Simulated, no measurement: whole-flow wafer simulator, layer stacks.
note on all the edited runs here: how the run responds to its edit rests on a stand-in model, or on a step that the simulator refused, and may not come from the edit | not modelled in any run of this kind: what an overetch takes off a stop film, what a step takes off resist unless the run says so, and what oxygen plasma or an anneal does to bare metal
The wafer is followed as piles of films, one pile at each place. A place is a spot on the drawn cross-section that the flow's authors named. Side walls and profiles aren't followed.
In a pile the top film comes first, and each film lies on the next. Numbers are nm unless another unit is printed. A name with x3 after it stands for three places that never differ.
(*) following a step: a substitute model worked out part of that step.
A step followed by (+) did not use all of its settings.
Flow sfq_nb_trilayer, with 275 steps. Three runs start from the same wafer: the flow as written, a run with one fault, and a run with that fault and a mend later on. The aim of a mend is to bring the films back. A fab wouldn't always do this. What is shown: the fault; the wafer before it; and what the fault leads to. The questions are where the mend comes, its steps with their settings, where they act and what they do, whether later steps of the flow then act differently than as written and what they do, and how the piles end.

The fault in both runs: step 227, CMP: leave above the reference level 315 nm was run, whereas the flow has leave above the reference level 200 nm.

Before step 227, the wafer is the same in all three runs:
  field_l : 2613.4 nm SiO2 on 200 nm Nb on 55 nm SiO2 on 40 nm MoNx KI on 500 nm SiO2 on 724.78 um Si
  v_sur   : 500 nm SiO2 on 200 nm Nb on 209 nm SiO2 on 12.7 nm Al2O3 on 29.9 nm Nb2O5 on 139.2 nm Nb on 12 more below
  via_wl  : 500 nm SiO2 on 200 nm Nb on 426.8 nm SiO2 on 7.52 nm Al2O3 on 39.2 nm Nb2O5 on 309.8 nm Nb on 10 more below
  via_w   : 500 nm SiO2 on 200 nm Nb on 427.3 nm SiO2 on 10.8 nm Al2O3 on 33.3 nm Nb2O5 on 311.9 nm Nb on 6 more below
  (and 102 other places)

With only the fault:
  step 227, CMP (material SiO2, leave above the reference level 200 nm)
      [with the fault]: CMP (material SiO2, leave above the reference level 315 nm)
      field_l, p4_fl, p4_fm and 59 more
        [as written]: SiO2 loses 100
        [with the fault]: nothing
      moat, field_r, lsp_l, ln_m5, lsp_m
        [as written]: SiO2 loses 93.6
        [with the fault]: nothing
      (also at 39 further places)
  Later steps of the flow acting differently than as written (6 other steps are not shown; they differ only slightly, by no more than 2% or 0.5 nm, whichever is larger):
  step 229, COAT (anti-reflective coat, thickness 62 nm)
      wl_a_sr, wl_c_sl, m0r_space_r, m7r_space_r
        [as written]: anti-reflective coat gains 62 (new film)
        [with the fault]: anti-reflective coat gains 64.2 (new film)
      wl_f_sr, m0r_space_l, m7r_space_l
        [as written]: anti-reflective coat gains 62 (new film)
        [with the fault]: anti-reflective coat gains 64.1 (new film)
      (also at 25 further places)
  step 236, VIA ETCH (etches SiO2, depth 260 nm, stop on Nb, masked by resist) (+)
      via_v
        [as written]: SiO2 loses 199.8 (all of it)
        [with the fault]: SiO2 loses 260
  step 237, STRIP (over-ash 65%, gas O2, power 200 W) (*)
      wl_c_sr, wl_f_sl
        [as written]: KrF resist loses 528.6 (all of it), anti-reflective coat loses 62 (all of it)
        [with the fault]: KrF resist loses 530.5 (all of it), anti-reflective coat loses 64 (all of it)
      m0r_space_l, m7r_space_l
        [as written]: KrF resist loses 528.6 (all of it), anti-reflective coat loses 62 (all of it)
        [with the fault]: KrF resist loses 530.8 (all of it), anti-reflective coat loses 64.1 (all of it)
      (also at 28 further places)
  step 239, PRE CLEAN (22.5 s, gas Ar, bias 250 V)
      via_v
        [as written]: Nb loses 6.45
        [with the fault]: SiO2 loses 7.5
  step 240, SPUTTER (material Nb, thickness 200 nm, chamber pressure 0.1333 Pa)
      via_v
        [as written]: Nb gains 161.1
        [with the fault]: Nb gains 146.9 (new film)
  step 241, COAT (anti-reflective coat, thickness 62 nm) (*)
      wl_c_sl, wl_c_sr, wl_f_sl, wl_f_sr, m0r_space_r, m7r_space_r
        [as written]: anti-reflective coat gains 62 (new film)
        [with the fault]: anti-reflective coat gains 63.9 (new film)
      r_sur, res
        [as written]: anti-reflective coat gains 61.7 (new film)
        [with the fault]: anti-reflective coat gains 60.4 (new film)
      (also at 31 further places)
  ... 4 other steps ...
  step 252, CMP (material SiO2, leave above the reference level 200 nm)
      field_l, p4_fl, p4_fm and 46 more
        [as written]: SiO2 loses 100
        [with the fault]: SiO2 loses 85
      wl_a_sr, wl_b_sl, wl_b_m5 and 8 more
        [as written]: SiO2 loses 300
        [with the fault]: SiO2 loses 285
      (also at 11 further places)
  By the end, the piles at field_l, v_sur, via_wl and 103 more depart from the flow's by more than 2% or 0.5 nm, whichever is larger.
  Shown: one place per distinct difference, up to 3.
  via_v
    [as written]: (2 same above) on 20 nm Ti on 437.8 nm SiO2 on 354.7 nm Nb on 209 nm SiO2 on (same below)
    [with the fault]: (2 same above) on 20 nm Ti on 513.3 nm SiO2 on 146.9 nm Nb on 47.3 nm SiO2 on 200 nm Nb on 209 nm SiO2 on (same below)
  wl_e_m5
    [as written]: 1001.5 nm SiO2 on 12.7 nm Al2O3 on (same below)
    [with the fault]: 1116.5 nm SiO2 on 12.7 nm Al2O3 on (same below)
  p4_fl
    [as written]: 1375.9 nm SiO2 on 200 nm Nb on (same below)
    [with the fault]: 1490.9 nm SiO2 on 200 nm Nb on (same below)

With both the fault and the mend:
  The mend follows step 234.
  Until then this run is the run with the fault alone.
  step 234a, STRIP (over-ash 65%, gas O2, power 200 W) (*)
      wire, be, be_sur, gap, jj_sur
        KrF resist loses 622 (all of it), anti-reflective coat loses 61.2 (all of it)
      p4_w1, p3_s3, p3_l4, p3_s4
        KrF resist loses 625.6 (all of it), anti-reflective coat loses 62.1 (all of it)
      m0r_line_l, m0r_line_r, m7r_line_l, m7r_line_r
        KrF resist loses 627.7 (all of it), anti-reflective coat loses 62.5 (all of it)
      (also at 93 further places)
  step 234b, CMP (material SiO2, leave above the reference level 200 nm) (the flow's step 227 again)
      field_l, p4_fl, p4_fm and 59 more
        SiO2 loses 100
      v_sur, via_wl, via_w and 33 more
        SiO2 loses 115
      moat, field_r, lsp_l, ln_m5, lsp_m
        SiO2 loses 93.6
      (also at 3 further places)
  step 234c, COAT (anti-reflective coat, thickness 62 nm) (the flow's step 229 again)
      field_l, v_sur, via_wl and 103 more
        anti-reflective coat gains 62 (new film)
  step 234d, COAT (KrF resist, thickness 650 nm) (the flow's step 230 again)
      field_l, v_sur, via_wl and 103 more
        KrF resist gains 650 (new film)
  step 234e, SOFTBAKE (KrF resist) (the flow's step 231 again)
      alters no film at any place that is followed
  step 234f, EXPOSE (photomask I6, dose 11.91 mJ/cm2, NA 0.6, wavelength 248 nm) (*) (the flow's step 232 again)
      alters no film at any place that is followed
  step 234g, PEB (KrF resist, 90 s) (the flow's step 233 again)
      field_l, v_sur, via_wl and 103 more
        KrF resist loses 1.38
  step 234h, DEVELOP (KrF resist, thickness 650 nm, 60 s) (the flow's step 234 again)
      field_l, v_sur, via_wl and 102 more
        KrF resist loses 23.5
      via_v
        KrF resist loses 648.6 (all of it)
  None of the later steps of the flow acts differently than as written at any place that is followed.
  The piles end the same as the flow's at every place that both follow.
